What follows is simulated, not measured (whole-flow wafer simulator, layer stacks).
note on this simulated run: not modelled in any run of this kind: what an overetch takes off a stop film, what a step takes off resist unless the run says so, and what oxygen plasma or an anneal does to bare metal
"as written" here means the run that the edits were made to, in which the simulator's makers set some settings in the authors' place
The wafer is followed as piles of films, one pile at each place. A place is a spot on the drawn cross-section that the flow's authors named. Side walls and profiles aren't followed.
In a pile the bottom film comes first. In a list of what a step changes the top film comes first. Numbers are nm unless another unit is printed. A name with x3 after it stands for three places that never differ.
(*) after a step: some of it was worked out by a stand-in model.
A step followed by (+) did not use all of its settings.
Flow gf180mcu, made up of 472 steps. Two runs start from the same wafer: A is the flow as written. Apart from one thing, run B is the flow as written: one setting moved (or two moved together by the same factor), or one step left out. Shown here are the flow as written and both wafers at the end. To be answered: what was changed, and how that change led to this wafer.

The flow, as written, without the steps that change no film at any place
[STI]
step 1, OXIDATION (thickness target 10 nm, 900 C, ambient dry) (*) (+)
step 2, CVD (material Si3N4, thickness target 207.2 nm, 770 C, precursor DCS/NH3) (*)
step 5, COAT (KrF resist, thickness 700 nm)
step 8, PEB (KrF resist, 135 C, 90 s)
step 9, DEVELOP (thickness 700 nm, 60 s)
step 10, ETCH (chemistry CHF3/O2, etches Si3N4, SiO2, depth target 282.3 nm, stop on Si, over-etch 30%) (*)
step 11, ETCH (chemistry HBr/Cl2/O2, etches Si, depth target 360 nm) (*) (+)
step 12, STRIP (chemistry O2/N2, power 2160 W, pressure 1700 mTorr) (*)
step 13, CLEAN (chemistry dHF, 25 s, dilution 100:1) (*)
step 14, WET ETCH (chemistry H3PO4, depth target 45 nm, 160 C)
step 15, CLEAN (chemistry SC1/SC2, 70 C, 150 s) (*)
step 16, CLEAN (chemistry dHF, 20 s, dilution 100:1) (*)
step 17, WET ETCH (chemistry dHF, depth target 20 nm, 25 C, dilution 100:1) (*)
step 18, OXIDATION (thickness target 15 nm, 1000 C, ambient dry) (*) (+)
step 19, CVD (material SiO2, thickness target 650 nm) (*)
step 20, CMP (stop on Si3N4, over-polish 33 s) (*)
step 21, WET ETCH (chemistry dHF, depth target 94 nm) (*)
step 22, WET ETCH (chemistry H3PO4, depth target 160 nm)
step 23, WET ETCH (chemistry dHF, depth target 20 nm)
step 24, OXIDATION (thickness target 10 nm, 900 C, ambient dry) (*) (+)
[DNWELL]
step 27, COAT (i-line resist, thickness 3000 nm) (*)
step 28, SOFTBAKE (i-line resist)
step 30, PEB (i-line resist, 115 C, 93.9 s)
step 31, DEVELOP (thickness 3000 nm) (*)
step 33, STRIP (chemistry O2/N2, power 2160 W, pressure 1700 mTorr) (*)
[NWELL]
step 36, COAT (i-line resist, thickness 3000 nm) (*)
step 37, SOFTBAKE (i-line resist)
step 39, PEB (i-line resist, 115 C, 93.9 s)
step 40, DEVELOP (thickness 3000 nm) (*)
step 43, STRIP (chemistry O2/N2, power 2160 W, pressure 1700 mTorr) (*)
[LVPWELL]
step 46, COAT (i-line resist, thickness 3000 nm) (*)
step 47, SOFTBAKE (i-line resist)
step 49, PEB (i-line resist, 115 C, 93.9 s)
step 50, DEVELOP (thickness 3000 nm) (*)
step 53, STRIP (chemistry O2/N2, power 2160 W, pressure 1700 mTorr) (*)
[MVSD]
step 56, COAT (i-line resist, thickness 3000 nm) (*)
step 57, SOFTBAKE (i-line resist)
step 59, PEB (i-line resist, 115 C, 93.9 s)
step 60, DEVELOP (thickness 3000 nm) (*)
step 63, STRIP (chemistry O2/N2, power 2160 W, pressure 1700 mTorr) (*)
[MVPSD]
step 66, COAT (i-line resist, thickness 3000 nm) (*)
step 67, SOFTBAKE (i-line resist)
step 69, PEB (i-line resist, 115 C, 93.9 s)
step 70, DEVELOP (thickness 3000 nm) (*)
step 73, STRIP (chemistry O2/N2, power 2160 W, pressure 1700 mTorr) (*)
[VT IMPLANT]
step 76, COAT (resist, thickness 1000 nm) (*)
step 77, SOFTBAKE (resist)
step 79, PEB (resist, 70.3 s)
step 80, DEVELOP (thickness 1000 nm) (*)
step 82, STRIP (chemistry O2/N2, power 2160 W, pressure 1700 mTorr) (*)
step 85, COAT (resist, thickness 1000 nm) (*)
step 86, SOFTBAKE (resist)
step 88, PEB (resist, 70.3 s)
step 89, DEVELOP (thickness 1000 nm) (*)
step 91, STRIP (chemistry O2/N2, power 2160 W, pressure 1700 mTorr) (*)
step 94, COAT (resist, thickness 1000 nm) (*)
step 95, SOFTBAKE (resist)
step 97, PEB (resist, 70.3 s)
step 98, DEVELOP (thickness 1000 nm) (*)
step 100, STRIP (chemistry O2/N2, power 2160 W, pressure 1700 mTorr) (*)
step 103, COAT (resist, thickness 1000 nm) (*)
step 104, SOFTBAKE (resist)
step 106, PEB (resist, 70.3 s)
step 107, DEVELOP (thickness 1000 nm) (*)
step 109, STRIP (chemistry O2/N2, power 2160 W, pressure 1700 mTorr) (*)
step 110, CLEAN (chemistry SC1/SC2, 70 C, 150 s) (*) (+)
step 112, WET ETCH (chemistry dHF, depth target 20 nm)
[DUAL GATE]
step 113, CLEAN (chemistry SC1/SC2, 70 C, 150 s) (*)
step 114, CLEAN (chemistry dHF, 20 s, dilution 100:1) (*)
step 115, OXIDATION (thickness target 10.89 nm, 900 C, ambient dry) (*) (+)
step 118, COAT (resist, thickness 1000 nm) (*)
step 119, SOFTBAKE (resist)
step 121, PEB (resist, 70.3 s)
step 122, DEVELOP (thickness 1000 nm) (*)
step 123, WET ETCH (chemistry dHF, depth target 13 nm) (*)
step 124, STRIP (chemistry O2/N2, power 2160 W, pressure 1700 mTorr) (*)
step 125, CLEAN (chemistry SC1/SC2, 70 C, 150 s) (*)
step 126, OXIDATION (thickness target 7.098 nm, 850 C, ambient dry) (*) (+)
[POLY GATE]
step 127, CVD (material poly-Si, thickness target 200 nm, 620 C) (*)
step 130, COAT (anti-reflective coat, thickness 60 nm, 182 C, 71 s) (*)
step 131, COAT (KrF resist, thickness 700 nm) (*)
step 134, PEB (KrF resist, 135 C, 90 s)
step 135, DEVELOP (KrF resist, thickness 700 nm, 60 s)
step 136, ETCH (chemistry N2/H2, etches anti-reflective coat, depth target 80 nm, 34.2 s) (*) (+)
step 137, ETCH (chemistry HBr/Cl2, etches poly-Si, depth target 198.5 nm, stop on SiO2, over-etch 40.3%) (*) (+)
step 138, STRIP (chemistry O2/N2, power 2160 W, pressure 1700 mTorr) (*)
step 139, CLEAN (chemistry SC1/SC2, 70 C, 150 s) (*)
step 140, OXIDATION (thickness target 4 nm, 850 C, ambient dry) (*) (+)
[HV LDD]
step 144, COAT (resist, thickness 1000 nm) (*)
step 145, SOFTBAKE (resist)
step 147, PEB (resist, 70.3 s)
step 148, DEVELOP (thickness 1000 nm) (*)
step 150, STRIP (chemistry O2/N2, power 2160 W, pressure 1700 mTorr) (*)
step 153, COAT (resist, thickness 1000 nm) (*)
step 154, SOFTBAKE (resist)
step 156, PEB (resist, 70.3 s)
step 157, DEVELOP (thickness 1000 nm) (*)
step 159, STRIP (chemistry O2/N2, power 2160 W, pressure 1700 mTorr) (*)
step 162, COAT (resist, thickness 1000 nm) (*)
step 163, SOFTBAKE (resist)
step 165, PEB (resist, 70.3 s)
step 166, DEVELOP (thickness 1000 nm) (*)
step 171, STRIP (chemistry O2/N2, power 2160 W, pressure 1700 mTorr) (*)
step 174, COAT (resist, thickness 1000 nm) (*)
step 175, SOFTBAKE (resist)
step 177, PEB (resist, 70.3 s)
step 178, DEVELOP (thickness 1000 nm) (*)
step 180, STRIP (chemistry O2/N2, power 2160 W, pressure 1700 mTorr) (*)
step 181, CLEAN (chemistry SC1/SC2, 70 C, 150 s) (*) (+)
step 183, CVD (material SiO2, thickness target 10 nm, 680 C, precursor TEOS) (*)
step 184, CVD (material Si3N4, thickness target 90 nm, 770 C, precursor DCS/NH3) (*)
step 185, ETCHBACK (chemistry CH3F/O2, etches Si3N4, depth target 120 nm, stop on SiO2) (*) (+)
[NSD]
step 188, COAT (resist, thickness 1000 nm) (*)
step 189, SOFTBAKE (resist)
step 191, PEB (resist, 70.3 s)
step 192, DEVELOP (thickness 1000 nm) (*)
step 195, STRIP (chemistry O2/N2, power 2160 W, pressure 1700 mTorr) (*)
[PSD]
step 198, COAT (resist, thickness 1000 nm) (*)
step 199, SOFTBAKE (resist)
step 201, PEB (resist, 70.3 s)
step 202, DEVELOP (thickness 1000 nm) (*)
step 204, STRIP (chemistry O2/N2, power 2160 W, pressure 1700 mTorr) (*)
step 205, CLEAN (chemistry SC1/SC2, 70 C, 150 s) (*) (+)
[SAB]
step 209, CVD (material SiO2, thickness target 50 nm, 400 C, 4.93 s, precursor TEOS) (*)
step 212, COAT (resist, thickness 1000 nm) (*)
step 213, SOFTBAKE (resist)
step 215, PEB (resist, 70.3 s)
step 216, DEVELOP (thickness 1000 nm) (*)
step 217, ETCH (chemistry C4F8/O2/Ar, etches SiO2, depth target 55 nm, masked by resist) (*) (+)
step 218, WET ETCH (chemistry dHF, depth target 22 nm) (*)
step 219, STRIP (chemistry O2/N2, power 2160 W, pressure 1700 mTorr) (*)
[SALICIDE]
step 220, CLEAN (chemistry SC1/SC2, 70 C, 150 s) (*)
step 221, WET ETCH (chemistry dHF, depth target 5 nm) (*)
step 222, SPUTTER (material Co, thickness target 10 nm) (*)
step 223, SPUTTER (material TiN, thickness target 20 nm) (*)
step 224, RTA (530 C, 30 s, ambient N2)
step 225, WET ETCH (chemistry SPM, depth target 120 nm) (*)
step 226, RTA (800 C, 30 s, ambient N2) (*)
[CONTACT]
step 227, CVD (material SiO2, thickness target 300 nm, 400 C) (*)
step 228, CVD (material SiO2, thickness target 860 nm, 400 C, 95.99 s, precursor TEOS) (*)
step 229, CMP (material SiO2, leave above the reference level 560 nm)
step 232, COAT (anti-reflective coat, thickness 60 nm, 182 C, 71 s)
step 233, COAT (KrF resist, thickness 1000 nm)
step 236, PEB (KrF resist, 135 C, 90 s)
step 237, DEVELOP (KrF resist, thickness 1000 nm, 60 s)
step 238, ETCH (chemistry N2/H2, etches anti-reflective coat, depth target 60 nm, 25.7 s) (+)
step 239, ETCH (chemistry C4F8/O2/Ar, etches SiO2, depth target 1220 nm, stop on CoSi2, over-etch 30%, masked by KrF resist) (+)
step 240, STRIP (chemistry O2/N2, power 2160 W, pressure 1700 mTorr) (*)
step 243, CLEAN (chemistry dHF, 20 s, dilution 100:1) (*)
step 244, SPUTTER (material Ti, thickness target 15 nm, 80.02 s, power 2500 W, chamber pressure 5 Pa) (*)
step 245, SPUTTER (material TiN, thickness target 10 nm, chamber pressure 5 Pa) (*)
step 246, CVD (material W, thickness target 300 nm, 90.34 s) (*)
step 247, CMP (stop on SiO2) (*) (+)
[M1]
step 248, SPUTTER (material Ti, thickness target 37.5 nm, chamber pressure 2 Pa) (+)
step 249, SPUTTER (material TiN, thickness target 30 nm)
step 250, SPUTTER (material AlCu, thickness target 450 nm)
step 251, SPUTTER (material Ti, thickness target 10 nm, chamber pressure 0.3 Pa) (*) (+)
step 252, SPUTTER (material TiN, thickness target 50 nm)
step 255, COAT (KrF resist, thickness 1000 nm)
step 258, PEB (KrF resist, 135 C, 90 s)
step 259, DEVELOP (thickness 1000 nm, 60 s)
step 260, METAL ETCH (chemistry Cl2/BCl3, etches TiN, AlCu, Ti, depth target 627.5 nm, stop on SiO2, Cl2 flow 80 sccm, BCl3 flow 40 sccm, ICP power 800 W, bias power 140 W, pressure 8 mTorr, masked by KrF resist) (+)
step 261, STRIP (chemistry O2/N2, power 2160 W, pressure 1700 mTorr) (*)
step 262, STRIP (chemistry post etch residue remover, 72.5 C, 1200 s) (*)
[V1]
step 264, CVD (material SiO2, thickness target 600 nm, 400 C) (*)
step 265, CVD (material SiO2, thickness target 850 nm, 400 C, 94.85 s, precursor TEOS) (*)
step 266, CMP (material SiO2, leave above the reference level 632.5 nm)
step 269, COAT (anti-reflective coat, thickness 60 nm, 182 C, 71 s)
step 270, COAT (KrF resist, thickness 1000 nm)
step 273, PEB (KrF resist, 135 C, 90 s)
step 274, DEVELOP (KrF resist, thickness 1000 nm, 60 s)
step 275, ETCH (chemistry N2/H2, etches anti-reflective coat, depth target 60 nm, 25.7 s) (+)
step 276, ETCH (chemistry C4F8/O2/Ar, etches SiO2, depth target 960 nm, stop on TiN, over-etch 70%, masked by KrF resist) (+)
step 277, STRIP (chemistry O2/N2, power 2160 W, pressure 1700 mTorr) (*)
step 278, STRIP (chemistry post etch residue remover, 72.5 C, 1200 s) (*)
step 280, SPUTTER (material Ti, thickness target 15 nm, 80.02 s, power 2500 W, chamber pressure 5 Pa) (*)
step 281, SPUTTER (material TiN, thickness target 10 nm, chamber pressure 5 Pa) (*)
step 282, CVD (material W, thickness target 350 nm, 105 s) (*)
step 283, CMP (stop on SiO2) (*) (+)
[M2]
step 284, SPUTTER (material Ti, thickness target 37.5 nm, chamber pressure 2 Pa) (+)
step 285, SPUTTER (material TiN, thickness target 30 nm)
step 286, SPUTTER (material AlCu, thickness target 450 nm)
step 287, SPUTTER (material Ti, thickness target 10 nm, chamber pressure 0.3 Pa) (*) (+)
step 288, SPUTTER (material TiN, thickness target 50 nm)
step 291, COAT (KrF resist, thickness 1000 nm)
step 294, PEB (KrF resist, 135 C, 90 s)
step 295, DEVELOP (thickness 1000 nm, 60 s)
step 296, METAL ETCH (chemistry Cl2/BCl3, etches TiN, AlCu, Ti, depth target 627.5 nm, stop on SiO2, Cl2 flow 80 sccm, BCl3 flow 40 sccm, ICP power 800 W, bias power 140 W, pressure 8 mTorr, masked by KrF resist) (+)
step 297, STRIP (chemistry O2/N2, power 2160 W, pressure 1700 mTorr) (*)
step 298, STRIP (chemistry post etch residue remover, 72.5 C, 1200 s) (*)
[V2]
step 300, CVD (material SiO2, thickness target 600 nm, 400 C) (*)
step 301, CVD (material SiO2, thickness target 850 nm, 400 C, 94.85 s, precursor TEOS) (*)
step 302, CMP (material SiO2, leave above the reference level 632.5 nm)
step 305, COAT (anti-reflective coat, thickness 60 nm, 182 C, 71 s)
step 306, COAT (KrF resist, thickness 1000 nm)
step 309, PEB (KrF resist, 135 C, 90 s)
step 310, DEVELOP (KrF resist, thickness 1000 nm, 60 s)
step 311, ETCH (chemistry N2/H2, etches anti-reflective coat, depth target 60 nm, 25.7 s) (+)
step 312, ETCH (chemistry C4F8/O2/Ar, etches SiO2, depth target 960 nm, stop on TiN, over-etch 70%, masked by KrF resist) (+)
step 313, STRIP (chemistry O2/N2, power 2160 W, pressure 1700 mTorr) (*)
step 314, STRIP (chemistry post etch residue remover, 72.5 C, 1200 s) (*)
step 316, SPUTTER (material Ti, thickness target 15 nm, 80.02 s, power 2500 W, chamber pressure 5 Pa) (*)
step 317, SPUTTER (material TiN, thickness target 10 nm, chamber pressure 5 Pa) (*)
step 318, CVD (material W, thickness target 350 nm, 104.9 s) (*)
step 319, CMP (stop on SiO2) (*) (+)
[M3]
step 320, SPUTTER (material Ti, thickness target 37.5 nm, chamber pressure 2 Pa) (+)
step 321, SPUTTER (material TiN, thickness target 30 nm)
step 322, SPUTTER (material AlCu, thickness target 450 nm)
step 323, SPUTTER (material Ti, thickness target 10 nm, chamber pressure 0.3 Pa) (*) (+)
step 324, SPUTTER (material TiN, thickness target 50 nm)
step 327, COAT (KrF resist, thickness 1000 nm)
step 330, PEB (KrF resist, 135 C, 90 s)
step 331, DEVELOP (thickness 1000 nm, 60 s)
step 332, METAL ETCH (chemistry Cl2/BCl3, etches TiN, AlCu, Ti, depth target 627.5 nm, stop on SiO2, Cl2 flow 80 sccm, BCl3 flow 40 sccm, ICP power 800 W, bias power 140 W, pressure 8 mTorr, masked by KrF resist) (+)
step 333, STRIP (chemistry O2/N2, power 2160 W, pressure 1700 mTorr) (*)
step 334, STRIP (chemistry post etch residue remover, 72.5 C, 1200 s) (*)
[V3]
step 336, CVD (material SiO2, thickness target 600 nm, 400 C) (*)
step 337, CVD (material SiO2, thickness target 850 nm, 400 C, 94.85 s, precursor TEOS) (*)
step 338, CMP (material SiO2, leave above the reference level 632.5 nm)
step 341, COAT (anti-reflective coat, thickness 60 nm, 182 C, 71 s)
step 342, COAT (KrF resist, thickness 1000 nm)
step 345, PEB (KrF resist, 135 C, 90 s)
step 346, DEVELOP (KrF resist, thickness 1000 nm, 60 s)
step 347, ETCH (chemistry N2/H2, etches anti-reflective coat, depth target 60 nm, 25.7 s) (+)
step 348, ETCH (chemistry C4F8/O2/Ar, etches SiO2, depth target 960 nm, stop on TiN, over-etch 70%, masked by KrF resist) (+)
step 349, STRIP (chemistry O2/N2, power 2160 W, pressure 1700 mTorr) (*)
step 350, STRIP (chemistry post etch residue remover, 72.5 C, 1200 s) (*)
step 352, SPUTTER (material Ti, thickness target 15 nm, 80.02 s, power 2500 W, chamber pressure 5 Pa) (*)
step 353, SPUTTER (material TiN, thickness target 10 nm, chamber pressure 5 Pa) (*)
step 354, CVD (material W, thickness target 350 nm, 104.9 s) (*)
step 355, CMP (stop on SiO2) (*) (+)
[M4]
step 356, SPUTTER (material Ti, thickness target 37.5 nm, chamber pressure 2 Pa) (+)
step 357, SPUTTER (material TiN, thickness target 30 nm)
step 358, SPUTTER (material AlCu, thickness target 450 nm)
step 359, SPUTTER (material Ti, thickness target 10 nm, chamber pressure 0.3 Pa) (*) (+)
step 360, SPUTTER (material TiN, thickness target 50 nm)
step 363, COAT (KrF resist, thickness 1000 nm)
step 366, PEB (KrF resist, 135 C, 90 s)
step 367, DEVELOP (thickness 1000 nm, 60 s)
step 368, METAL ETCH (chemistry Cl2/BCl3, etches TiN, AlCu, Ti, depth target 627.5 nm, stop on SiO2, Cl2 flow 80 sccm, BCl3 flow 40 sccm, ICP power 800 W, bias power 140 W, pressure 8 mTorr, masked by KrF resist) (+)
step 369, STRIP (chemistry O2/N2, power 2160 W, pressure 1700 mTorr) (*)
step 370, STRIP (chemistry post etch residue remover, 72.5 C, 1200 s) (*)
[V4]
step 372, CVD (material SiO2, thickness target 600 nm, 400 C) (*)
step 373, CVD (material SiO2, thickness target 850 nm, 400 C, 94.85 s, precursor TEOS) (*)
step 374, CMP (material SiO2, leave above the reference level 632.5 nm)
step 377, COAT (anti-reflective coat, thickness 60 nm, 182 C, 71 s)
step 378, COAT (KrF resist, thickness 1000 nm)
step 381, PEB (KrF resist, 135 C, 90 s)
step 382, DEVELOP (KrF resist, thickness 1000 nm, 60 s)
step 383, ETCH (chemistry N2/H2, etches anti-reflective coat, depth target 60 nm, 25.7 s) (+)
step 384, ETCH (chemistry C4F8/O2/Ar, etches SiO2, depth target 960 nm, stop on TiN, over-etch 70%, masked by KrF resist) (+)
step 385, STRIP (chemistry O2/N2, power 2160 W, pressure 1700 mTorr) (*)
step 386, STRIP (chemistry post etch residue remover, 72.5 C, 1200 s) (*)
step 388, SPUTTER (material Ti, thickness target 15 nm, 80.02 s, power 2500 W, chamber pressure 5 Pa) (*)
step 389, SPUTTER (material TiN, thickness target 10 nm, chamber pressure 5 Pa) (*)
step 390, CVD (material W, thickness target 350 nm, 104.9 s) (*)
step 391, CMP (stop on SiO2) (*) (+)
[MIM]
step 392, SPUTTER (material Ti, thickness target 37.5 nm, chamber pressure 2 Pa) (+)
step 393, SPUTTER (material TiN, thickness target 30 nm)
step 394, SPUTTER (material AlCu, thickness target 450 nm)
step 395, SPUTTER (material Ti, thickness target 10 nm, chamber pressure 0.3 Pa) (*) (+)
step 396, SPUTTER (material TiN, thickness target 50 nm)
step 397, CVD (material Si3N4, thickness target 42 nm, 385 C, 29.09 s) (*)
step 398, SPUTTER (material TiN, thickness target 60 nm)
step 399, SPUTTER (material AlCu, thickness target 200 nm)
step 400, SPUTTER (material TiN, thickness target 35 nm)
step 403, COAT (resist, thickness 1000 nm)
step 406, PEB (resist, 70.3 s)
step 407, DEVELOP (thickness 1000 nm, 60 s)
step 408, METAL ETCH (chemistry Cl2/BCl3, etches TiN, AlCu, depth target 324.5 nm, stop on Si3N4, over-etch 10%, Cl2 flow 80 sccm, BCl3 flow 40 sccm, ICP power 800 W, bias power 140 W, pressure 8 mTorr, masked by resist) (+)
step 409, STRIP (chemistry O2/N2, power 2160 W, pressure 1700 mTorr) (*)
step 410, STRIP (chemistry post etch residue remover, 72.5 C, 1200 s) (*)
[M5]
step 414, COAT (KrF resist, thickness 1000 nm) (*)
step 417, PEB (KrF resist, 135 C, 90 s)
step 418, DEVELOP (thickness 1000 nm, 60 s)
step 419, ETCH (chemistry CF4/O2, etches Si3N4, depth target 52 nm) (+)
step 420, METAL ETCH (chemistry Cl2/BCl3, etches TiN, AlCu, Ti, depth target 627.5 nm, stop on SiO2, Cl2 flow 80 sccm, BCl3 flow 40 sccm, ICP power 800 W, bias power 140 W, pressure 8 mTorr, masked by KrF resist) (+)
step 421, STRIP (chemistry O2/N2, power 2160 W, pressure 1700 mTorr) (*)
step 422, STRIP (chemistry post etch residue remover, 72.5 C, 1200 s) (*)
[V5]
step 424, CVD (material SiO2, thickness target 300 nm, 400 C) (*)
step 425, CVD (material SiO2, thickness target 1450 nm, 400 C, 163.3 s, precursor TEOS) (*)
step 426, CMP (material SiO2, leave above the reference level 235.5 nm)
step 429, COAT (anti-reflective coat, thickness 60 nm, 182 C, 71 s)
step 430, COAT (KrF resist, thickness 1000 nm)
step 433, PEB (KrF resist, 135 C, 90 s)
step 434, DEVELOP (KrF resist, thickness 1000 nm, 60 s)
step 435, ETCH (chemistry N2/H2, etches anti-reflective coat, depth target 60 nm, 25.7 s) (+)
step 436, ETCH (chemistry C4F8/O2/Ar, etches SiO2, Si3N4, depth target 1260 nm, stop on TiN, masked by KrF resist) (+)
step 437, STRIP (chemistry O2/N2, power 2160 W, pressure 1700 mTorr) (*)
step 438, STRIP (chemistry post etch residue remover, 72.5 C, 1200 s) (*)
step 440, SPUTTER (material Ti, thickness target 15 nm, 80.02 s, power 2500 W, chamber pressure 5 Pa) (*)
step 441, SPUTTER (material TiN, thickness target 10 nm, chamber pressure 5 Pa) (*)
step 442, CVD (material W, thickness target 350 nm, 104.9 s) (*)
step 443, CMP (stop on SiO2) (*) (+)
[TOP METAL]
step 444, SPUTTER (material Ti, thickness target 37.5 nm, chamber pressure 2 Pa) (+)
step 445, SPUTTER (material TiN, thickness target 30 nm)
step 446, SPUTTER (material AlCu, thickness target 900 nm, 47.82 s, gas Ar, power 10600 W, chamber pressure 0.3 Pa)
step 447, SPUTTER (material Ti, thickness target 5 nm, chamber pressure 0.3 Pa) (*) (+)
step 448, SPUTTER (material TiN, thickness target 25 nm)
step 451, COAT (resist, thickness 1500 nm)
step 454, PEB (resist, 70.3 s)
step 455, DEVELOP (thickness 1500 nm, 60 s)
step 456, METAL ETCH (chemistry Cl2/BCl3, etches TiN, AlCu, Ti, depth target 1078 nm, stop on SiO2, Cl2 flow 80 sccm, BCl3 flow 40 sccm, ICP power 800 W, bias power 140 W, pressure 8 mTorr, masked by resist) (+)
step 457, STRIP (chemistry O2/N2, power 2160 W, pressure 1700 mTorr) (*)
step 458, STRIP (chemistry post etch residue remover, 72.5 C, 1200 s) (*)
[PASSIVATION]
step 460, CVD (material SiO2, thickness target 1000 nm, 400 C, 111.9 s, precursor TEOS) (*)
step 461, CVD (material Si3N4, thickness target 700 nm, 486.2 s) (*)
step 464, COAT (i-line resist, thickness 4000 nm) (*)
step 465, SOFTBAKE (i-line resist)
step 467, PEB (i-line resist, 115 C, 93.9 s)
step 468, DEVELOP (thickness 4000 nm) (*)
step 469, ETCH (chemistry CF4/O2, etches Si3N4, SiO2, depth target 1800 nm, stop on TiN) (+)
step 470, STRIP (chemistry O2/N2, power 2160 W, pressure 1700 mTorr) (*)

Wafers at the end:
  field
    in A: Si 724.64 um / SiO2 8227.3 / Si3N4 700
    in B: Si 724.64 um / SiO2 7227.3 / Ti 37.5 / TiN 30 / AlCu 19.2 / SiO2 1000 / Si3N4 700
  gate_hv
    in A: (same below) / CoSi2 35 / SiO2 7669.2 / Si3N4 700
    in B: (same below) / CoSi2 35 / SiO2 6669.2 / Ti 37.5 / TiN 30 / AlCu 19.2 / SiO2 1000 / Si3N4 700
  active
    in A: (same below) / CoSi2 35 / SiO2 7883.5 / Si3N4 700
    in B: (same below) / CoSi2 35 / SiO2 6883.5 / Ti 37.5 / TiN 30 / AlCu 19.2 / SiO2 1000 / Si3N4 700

Cause: step 456, METAL ETCH: depth target 905.1 nm was run, while the flow as written has depth target 1078 nm.

How this came from the change, step by step:
  step 456, METAL ETCH (chemistry Cl2/BCl3, etches TiN, AlCu, Ti, depth target 1078 nm, stop on SiO2, Cl2 flow 80 sccm, BCl3 flow 40 sccm, ICP power 800 W, bias power 140 W, pressure 8 mTorr, masked by resist) (+)
      field, field__w1, field__w2 and 103 more: A TiN loses 25 (all of it), Ti loses 5 (all of it), AlCu loses 900 (all of it), TiN loses 30 (all of it), Ti loses 37.5 (all of it) | B TiN loses 25 (all of it), Ti loses 5 (all of it), AlCu loses 875.1
      field__w8, contact, m1, m1__w1, pad, m1_nw: A resist loses 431 | B resist loses 362
  step 457, STRIP (chemistry O2/N2, power 2160 W, pressure 1700 mTorr) (*)
      field__w8, contact, m1, m1__w1, pad, m1_nw: A resist loses 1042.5 (all of it) | B resist loses 1111.4 (all of it)
  step 458, STRIP (chemistry post etch residue remover, 72.5 C, 1200 s) (*)
      field, field__w1, field__w2 and 103 more: A nothing | B AlCu loses 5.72
  step 460, CVD (material SiO2, thickness target 1000 nm, 400 C, 111.9 s, precursor TEOS) (*)
      field, field__w1, field__w2 and 103 more: A SiO2 gains 1000 | B SiO2 gains 1000 (new film)
  step 464, COAT (i-line resist, thickness 4000 nm) (*)
      field__w8: A i-line resist gains 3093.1 (new film) | B i-line resist gains 3169.6 (new film)
      contact: A i-line resist gains 3153.6 (new film) | B i-line resist gains 3222 (new film)
      (as well as at 3 more places)
  step 465, SOFTBAKE (i-line resist)
      field__w2, field_sub__w4: A i-line resist gains 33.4 | B i-line resist gains 29.2
      field__w11, field__w13: A i-line resist gains 37.6 | B i-line resist gains 33
      (as well as at 65 more places)
  step 467, PEB (i-line resist, 115 C, 93.9 s)
      field__w8, m1__w1: A i-line resist loses 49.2 | B i-line resist loses 50.7
      contact, m1: A i-line resist loses 49.6 | B i-line resist loses 51.1
      (as well as at 2 more places)
  step 468, DEVELOP (thickness 4000 nm) (*)
      pad: A i-line resist loses 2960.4 (all of it) | B i-line resist loses 3044.8 (all of it)
  step 470, STRIP (chemistry O2/N2, power 2160 W, pressure 1700 mTorr) (*)
      field__w8, m1__w1: A i-line resist loses 1775.9 (all of it) | B i-line resist loses 1859 (all of it)
      contact: A i-line resist loses 1798.3 (all of it) | B i-line resist loses 1878.4 (all of it)
      (as well as at 2 more places)
With metal films that touch counted as one body, field has 1 body; the flow as written gives 0 bodies.
With metal films that touch counted as one body, gate_hv has 2 bodies (between them, from the top down: SiO2 6669.2); the flow as written gives 1 body.
With metal films that touch counted as one body, active has 2 bodies (between them, from the top down: SiO2 6883.5); the flow as written gives 1 body.
